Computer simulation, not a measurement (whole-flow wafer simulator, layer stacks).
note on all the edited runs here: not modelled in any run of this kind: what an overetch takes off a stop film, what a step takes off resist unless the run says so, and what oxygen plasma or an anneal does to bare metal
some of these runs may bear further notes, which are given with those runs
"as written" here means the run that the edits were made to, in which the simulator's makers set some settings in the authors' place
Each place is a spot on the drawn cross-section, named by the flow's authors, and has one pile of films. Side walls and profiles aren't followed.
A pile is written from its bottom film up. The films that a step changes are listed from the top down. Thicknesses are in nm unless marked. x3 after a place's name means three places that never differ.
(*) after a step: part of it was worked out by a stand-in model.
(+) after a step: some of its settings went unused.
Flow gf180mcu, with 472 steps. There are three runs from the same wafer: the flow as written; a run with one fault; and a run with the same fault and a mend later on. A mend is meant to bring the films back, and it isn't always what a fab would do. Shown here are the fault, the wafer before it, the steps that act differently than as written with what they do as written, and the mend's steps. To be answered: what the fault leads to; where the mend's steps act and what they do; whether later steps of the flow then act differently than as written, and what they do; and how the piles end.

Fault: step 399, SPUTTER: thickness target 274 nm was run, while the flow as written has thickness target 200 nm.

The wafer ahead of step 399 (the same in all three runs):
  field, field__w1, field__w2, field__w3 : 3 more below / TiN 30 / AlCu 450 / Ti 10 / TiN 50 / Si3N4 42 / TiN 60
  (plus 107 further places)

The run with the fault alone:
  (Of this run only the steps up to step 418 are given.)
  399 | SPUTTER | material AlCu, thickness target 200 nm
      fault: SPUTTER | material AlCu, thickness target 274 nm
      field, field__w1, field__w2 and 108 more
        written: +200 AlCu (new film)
        fault: +274 AlCu (new film)
  Later steps of the flow acting differently than as written (3 other steps are not shown; they differ only slightly, by no more than 2% or 0.5 nm, whichever is larger):
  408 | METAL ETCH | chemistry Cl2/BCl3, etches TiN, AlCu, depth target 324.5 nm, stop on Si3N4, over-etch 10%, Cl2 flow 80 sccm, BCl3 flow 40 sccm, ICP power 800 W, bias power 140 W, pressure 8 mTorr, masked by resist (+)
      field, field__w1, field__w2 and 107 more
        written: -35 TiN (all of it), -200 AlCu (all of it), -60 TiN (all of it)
        fault: -35 TiN (all of it), -274 AlCu (all of it), -15.5 TiN
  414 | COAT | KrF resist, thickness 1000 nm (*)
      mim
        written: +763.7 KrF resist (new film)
        fault: +741.4 KrF resist (new film)
  After step 418, at field, field__w1, field__w2 and 109 more, the piles differ from the flow's by more than 2% or 0.5 nm, whichever is larger.
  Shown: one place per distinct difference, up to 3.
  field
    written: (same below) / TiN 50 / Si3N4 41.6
    fault: (same below) / TiN 50 / Si3N4 42 / TiN 44.1
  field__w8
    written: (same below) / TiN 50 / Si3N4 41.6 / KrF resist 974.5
    fault: (same below) / TiN 50 / Si3N4 42 / TiN 44.1 / KrF resist 974.5
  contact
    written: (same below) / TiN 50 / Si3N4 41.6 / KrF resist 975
    fault: (same below) / TiN 50 / Si3N4 42 / TiN 44.1 / KrF resist 975

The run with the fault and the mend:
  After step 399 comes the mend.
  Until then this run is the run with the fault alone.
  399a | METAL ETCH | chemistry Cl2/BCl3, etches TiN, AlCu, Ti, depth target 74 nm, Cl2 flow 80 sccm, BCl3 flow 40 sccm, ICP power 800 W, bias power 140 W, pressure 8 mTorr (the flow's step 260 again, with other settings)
      field, field__w1, field__w2 and 108 more
        -74 AlCu
  None of the later steps of the flow acts differently than as written at any place that is followed.
  At every place that both follow, the piles at the end match the flow's.
